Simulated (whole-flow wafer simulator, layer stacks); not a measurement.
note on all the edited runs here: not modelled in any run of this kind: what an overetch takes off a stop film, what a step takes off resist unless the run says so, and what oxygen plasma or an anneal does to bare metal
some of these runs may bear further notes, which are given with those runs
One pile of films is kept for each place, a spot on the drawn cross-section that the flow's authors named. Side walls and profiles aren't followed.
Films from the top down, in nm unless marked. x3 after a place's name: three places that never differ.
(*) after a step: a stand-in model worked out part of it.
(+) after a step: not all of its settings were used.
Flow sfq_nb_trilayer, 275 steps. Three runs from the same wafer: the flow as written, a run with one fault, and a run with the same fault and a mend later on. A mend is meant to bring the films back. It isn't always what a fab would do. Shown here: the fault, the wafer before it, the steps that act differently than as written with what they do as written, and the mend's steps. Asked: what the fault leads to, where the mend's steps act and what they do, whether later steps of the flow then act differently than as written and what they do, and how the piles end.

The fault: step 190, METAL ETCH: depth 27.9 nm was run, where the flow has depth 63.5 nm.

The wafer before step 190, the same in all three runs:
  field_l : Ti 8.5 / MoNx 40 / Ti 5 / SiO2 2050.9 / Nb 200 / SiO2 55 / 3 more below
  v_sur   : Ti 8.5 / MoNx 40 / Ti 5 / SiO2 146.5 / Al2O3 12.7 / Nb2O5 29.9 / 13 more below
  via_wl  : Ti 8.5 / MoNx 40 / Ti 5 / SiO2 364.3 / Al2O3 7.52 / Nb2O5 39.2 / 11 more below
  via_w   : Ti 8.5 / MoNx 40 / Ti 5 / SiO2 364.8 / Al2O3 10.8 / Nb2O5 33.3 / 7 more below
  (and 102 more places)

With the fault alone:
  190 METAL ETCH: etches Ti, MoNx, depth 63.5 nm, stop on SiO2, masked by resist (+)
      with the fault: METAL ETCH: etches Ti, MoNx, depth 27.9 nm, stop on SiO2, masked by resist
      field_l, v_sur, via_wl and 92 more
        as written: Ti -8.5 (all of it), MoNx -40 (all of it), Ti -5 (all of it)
        with the fault: Ti -8.5 (all of it), MoNx -19.4
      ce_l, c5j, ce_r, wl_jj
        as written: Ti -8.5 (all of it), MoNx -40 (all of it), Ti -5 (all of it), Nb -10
        with the fault: Ti -8.5 (all of it), MoNx -19.4
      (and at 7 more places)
  Later steps of the flow that act differently than as written (8 more steps differ only slightly, by at most 2% or 0.5 nm, whichever is larger, and aren't shown):
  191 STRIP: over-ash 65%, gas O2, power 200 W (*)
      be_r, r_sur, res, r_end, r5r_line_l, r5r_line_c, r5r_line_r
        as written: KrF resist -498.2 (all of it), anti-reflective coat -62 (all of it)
        with the fault: KrF resist -512.4 (all of it), anti-reflective coat -62 (all of it)
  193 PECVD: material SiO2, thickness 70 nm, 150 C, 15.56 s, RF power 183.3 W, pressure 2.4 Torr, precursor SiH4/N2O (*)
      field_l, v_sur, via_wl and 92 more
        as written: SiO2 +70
        with the fault: SiO2 +70 (new film)
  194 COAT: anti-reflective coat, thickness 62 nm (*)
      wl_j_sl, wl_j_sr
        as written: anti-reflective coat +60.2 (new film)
        with the fault: anti-reflective coat +62 (new film)
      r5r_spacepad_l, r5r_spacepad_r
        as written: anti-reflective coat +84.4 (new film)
        with the fault: anti-reflective coat +73.4 (new film)
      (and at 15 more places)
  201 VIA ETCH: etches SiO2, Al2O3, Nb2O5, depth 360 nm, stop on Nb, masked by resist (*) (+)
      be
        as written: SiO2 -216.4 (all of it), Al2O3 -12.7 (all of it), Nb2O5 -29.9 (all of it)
        with the fault: SiO2 -69.8 (all of it), MoNx -20.6 (all of it), Ti -5 (all of it), SiO2 -146.5 (all of it), Al2O3 -12.7 (all of it), Nb2O5 -29.9 (all of it)
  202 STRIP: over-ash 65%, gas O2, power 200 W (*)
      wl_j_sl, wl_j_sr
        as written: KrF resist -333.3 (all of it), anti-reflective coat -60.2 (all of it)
        with the fault: KrF resist -333.3 (all of it), anti-reflective coat -62 (all of it)
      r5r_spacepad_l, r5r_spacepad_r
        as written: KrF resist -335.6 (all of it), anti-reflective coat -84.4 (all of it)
        with the fault: KrF resist -334.5 (all of it), anti-reflective coat -73.4 (all of it)
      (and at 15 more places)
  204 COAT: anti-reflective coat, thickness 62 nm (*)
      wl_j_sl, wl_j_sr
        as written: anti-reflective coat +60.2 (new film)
        with the fault: anti-reflective coat +62 (new film)
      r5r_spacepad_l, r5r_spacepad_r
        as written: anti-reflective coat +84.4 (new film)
        with the fault: anti-reflective coat +73.4 (new film)
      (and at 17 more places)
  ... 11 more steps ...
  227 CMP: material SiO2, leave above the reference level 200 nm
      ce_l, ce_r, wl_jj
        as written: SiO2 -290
        with the fault: SiO2 -300
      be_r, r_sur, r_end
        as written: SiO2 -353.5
        with the fault: SiO2 -327.9
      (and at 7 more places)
  At the end the piles differ from the flow's by more than 2% or 0.5 nm, whichever is larger, at field_l, v_sur, via_wl and 103 more.
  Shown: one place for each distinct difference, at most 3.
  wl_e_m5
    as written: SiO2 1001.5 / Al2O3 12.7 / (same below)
    with the fault: SiO2 855 / MoNx 20.6 / Ti 5 / SiO2 146.5 / Al2O3 12.7 / (same below)
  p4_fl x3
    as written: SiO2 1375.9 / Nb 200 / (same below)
    with the fault: SiO2 855 / MoNx 20.6 / Ti 5 / SiO2 520.9 / Nb 200 / (same below)
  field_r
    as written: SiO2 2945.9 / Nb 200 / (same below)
    with the fault: SiO2 855 / MoNx 20.6 / Ti 5 / SiO2 2090.9 / Nb 200 / (same below)

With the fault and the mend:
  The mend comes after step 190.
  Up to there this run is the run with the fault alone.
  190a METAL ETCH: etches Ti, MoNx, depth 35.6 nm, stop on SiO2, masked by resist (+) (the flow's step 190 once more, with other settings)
      field_l, v_sur, via_wl and 92 more
        MoNx -20.6 (all of it), Ti -5 (all of it)
      be_r, r_sur, res, r_end, r5r_line_l, r5r_line_c, r5r_line_r
        KrF resist -14.2
      ce_l, c5j, ce_r, wl_jj
        MoNx -20.6 (all of it), Ti -5 (all of it), Nb -10
  No later step of the flow acts differently than as written at any place that is followed.
  At the end the piles are the same as the flow's at every place that both follow.
